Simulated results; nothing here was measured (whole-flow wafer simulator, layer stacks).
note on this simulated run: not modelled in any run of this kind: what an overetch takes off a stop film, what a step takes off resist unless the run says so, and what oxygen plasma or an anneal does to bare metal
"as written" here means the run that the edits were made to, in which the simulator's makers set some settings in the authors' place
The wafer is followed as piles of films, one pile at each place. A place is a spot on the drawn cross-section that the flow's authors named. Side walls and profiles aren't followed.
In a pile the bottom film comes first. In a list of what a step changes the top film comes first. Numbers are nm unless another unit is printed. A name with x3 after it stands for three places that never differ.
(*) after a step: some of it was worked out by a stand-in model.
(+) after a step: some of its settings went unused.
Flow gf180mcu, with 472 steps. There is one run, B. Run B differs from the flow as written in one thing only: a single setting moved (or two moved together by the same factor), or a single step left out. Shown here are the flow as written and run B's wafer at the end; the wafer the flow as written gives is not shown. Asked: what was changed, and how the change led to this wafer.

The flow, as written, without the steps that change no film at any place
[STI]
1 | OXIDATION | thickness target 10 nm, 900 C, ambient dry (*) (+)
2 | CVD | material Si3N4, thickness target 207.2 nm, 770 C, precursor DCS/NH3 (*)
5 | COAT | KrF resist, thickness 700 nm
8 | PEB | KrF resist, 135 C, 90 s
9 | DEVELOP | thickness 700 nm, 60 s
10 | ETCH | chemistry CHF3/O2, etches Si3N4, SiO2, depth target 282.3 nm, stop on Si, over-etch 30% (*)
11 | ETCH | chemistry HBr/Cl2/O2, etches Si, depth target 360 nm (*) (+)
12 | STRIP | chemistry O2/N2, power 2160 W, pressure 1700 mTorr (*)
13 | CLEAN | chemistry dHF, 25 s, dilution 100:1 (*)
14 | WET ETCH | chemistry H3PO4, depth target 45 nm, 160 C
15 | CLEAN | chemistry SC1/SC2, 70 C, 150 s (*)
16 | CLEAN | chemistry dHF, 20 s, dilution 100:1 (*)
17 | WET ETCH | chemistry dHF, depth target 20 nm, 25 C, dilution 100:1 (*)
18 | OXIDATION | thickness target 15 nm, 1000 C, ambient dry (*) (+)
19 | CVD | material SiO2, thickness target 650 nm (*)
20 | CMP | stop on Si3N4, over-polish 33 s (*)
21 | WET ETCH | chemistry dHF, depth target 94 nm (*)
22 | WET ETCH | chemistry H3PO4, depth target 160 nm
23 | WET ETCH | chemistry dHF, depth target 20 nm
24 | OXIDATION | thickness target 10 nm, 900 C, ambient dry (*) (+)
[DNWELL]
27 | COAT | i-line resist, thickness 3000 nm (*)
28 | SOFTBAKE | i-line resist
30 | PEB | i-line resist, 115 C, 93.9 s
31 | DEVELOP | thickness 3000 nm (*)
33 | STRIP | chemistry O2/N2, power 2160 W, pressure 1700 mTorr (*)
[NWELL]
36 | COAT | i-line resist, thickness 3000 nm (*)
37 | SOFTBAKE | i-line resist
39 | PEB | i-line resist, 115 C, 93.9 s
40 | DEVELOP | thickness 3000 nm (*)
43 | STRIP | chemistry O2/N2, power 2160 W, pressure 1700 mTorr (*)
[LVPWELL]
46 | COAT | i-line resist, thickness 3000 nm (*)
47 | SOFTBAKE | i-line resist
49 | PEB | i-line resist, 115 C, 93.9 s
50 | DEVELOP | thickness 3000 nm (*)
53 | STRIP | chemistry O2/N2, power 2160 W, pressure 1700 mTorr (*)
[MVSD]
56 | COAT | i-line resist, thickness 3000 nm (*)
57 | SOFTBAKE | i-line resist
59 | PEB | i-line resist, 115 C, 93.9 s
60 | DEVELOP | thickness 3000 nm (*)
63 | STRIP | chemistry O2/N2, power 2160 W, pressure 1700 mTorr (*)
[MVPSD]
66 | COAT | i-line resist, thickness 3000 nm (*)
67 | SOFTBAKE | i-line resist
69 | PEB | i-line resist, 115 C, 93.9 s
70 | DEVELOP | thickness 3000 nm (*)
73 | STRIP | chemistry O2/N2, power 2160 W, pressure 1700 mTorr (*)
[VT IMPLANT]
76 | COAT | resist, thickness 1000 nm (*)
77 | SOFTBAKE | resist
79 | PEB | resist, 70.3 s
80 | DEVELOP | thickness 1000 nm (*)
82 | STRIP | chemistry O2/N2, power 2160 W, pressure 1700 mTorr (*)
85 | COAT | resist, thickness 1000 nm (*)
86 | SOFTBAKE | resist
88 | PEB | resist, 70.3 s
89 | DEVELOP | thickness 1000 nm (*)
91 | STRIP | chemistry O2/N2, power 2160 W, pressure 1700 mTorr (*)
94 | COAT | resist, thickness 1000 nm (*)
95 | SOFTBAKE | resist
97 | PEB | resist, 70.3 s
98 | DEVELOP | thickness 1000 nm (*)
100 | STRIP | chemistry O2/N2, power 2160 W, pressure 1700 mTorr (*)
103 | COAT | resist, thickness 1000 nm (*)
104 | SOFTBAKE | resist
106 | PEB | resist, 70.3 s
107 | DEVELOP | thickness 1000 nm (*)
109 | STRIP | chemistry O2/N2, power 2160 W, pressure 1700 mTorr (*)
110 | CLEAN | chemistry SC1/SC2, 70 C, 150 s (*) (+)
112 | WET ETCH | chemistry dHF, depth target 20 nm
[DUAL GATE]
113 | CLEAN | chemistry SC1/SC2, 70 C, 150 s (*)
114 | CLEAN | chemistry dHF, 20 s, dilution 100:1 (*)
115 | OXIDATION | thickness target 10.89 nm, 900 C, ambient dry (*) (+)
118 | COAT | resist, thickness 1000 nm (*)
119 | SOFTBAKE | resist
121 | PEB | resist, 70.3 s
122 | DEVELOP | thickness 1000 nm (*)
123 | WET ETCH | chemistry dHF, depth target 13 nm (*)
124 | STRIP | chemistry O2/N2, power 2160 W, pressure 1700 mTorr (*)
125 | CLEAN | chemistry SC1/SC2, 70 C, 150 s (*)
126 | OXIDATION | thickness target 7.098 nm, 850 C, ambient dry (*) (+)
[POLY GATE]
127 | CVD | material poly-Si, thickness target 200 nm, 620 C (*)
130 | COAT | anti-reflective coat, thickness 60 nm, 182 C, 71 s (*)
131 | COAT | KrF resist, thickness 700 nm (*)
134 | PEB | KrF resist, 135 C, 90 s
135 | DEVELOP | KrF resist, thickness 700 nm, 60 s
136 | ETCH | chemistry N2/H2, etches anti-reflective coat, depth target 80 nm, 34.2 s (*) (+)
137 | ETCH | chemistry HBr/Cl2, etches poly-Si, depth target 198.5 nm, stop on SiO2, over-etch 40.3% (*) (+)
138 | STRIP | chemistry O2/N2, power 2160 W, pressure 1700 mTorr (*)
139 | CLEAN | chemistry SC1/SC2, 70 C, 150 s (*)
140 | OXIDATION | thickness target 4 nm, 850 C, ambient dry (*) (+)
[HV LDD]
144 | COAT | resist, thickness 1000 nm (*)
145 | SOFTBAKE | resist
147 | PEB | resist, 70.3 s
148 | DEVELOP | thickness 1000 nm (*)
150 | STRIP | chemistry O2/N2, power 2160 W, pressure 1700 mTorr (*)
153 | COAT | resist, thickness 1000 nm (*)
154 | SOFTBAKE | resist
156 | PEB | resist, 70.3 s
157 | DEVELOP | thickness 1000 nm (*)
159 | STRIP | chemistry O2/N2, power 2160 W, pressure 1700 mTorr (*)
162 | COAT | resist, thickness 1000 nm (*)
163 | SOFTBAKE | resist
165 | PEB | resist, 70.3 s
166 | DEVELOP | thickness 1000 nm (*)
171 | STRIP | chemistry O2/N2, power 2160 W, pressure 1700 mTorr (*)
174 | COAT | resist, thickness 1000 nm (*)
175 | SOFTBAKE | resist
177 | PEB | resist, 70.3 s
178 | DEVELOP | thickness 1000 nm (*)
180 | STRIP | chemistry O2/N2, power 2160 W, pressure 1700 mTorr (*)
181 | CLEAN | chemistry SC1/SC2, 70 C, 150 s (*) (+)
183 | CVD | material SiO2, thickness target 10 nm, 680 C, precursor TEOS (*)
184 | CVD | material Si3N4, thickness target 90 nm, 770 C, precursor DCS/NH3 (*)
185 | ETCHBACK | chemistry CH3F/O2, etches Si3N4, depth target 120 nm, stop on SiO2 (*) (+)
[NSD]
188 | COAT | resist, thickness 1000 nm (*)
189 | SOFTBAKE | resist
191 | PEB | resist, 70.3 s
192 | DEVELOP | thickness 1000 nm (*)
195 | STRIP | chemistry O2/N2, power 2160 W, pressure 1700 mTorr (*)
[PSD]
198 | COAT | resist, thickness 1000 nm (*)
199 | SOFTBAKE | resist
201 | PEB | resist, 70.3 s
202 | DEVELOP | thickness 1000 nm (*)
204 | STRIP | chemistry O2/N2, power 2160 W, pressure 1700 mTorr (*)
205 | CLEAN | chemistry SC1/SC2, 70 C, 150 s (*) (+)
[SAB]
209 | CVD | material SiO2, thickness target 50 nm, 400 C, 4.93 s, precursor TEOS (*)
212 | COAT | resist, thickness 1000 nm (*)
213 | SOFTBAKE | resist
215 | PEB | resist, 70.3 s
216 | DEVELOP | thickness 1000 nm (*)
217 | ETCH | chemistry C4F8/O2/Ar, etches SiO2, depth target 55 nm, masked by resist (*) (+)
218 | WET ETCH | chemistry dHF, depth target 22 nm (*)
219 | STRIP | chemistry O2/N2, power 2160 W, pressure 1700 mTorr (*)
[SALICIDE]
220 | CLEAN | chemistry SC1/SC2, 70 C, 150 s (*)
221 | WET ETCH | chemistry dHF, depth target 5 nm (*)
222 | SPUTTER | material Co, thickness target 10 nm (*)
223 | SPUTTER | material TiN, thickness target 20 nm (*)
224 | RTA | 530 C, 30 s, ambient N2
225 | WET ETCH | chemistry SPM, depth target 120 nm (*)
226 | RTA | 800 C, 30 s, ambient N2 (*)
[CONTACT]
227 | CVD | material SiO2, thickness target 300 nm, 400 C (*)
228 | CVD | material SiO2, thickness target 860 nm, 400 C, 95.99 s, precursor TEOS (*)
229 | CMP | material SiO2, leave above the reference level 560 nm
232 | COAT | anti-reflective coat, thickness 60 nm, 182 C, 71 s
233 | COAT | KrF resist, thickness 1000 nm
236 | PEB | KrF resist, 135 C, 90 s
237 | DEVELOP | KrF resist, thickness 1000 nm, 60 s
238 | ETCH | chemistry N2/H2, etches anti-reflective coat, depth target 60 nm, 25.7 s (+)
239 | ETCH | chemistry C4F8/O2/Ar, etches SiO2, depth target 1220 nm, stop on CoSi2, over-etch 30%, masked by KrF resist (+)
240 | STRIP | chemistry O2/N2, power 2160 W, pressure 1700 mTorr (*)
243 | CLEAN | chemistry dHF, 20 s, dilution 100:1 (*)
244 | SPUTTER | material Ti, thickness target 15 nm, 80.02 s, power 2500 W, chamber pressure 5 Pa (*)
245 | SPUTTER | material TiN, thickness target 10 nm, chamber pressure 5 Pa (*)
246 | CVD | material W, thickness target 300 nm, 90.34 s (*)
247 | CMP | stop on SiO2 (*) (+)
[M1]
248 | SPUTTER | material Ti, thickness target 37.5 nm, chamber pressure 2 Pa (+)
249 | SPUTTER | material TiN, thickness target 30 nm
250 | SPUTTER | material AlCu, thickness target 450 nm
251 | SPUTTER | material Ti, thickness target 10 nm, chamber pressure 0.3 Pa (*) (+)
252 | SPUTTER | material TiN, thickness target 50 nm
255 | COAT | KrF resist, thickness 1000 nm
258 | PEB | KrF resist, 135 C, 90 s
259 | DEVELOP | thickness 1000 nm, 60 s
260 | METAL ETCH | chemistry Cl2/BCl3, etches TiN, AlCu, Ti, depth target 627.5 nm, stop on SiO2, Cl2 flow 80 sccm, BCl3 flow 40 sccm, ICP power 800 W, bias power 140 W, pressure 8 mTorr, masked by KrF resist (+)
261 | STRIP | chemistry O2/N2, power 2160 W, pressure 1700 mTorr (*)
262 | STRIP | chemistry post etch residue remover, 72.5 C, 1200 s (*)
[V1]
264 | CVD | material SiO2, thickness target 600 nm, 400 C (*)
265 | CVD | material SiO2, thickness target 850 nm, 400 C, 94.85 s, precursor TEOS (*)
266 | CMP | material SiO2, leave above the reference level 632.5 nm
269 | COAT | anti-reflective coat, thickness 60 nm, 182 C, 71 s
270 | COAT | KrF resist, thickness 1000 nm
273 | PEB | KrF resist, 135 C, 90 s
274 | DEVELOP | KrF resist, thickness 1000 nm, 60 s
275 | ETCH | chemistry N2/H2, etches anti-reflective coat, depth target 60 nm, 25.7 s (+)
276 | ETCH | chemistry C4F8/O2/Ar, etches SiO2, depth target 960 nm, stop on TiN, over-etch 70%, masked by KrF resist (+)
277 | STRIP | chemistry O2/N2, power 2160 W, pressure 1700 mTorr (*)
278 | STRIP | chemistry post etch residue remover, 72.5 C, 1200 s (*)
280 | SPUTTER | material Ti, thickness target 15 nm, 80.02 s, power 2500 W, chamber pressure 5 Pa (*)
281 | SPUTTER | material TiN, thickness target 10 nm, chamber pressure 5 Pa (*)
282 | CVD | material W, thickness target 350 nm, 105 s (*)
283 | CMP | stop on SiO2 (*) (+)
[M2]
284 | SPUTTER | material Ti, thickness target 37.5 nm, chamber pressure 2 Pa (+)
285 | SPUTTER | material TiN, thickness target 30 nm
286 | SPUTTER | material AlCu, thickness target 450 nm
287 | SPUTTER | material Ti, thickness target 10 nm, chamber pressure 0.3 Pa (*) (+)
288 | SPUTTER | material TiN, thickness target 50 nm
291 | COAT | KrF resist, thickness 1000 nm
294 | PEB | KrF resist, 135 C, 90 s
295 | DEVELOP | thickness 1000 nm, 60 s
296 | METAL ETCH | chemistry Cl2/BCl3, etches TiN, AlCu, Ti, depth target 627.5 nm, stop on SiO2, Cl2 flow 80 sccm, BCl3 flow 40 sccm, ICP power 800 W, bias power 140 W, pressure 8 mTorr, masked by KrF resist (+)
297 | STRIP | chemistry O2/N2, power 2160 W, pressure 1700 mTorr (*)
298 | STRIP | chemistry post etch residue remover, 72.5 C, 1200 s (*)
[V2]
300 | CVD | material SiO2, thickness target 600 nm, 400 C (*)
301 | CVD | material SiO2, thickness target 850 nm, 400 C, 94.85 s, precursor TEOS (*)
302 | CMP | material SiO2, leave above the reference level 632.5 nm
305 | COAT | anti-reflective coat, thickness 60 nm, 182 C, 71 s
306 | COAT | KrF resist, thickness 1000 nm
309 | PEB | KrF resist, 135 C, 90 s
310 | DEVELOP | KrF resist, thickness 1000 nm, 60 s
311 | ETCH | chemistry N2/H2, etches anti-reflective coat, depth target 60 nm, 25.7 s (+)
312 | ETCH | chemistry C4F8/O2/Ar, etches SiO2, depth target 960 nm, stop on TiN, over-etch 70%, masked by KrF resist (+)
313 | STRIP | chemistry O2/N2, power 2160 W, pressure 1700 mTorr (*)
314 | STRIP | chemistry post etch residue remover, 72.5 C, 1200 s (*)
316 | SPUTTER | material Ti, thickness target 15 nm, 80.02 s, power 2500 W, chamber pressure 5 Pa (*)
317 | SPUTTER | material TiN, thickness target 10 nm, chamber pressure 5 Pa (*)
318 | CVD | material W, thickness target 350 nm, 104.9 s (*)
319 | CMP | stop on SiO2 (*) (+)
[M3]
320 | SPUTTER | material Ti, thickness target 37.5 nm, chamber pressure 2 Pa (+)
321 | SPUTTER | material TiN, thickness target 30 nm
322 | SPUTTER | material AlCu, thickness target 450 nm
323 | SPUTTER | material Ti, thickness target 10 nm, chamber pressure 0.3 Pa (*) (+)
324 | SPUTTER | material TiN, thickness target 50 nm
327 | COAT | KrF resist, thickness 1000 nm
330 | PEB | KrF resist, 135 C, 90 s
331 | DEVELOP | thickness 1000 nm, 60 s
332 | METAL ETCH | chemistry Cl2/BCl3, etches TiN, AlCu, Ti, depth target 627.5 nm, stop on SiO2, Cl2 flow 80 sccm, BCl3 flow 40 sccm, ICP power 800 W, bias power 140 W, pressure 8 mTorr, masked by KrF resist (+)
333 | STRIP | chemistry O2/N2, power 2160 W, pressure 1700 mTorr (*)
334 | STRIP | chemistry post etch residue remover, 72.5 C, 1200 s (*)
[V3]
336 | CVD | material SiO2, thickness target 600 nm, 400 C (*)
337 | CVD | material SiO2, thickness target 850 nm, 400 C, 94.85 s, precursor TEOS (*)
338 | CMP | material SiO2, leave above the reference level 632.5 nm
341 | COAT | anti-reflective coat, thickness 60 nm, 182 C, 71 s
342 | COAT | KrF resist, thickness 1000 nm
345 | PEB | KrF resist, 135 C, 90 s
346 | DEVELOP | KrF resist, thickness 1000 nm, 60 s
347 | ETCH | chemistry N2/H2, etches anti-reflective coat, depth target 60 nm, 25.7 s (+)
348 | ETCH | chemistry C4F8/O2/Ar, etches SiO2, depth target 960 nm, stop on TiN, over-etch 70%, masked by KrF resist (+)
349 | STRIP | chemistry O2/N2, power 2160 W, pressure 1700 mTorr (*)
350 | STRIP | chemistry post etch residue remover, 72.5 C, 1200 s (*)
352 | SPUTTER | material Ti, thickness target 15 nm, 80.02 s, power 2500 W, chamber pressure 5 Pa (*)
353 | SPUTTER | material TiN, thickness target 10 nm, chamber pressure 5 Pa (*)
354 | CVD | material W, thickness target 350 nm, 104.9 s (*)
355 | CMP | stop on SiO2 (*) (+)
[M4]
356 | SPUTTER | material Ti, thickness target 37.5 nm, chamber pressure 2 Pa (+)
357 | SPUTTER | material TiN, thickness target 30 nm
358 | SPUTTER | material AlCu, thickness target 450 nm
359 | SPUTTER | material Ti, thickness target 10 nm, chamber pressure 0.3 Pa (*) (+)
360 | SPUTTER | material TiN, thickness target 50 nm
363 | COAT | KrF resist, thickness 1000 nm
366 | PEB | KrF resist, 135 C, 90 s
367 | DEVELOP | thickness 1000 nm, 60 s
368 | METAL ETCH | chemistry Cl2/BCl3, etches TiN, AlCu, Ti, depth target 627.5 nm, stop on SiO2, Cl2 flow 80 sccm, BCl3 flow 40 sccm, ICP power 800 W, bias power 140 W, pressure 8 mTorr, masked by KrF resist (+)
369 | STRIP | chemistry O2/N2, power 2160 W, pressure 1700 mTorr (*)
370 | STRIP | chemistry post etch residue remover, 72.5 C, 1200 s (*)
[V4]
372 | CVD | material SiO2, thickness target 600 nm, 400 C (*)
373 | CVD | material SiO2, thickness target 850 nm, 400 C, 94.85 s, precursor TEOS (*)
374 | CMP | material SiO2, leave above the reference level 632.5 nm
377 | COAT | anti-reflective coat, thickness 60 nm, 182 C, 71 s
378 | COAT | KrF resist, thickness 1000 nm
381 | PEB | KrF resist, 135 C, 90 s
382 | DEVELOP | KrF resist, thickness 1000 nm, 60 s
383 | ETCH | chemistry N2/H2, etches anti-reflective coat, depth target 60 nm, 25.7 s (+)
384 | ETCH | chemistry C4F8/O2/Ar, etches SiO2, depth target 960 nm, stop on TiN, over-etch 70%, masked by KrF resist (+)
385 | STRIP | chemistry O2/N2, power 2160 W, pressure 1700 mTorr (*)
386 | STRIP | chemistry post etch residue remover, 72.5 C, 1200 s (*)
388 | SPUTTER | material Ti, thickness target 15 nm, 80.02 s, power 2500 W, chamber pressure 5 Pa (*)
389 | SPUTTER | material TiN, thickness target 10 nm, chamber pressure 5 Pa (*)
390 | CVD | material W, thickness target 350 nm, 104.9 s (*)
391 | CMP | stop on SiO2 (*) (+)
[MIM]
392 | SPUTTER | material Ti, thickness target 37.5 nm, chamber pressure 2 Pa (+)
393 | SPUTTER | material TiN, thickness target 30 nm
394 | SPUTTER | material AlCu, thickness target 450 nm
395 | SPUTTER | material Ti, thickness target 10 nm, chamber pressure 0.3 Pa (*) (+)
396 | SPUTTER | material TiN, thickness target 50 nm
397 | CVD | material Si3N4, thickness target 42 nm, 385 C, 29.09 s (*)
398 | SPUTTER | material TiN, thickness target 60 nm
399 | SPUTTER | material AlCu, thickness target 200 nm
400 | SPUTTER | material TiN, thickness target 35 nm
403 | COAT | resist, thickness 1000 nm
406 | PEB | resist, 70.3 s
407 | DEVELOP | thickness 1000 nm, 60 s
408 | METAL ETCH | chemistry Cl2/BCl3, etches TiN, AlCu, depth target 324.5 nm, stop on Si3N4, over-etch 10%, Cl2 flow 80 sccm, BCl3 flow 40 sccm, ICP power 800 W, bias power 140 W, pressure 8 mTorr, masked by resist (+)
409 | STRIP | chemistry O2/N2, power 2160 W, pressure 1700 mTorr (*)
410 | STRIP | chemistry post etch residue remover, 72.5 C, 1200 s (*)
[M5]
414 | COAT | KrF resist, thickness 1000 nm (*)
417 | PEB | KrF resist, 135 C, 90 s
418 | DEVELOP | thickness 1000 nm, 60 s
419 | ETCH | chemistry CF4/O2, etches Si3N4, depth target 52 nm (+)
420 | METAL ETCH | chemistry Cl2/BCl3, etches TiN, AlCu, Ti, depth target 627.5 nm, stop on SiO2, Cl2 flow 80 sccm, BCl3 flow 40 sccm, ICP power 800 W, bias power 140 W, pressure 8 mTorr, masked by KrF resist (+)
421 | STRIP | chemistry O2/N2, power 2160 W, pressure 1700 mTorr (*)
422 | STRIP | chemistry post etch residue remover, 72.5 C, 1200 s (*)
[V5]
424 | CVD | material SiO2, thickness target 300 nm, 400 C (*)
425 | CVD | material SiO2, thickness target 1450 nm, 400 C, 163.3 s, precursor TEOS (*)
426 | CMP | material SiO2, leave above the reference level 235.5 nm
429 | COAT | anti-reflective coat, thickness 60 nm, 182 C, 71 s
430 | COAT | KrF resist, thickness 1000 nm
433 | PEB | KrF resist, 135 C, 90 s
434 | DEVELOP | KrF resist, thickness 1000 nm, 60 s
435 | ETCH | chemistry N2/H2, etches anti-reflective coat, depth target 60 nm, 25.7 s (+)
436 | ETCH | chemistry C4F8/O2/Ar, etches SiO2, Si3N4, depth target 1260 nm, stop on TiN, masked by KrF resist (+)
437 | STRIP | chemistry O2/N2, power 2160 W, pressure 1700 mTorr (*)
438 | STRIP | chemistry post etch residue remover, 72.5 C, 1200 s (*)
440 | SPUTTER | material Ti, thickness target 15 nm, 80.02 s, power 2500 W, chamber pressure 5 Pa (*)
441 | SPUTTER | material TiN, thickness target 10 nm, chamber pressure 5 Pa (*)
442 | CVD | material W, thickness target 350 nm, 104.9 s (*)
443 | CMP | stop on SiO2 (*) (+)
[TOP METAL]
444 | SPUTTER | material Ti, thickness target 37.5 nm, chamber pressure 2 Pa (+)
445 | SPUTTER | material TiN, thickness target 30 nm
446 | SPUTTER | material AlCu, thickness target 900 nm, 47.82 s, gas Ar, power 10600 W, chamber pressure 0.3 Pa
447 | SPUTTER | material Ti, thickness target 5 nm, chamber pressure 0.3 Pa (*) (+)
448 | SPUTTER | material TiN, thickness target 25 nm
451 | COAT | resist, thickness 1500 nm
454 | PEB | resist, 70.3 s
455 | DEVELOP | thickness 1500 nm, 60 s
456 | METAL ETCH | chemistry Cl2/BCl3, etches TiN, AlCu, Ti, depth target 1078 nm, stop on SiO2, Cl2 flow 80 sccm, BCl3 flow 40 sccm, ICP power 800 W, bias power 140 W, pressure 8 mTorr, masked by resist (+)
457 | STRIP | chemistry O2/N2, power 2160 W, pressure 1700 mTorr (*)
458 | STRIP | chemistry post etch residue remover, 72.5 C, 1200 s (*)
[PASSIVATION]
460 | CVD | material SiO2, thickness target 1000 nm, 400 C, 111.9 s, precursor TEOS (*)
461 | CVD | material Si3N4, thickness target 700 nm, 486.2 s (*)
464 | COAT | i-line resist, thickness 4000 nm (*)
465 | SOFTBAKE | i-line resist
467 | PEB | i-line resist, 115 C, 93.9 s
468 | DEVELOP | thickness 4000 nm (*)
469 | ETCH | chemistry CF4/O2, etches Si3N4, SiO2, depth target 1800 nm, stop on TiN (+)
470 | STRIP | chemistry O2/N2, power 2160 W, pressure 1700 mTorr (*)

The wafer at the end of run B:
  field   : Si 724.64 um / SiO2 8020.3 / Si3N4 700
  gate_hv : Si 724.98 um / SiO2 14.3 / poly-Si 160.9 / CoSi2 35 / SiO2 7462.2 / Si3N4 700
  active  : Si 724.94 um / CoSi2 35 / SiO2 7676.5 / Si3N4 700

What caused this: step 358, SPUTTER: thickness target 243 nm was run, while the flow as written has thickness target 450 nm.

Step by step, how the change led to this:
  358 | SPUTTER | material AlCu, thickness target 450 nm
      field, field__w1, field__w2 and 108 more: +243 AlCu (new film) (it would be, as written: +450 AlCu (new film))
  368 | METAL ETCH | chemistry Cl2/BCl3, etches TiN, AlCu, Ti, depth target 627.5 nm, stop on SiO2, Cl2 flow 80 sccm, BCl3 flow 40 sccm, ICP power 800 W, bias power 140 W, pressure 8 mTorr, masked by KrF resist (+)
      field, field__w1, field__w2 and 103 more: -50 TiN (all of it), -10 Ti (all of it), -243 AlCu (all of it), -30 TiN (all of it), -37.5 Ti (all of it) (it would be, as written: -50 TiN (all of it), -10 Ti (all of it), -450 AlCu (all of it), -30 TiN (all of it), -37.5 Ti (all of it))
      field__w8, contact, m1, m1__w1, m1_nw: -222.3 KrF resist (it would be, as written: -251 KrF resist)
  369 | STRIP | chemistry O2/N2, power 2160 W, pressure 1700 mTorr (*)
      field__w8, contact, m1, m1__w1, m1_nw: -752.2 KrF resist (all of it) (it would be, as written: -723.5 KrF resist (all of it))
  374 | CMP | material SiO2, leave above the reference level 632.5 nm
      field, field__w1, field__w2 and 103 more: -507 SiO2 (it would be, as written: -300 SiO2)
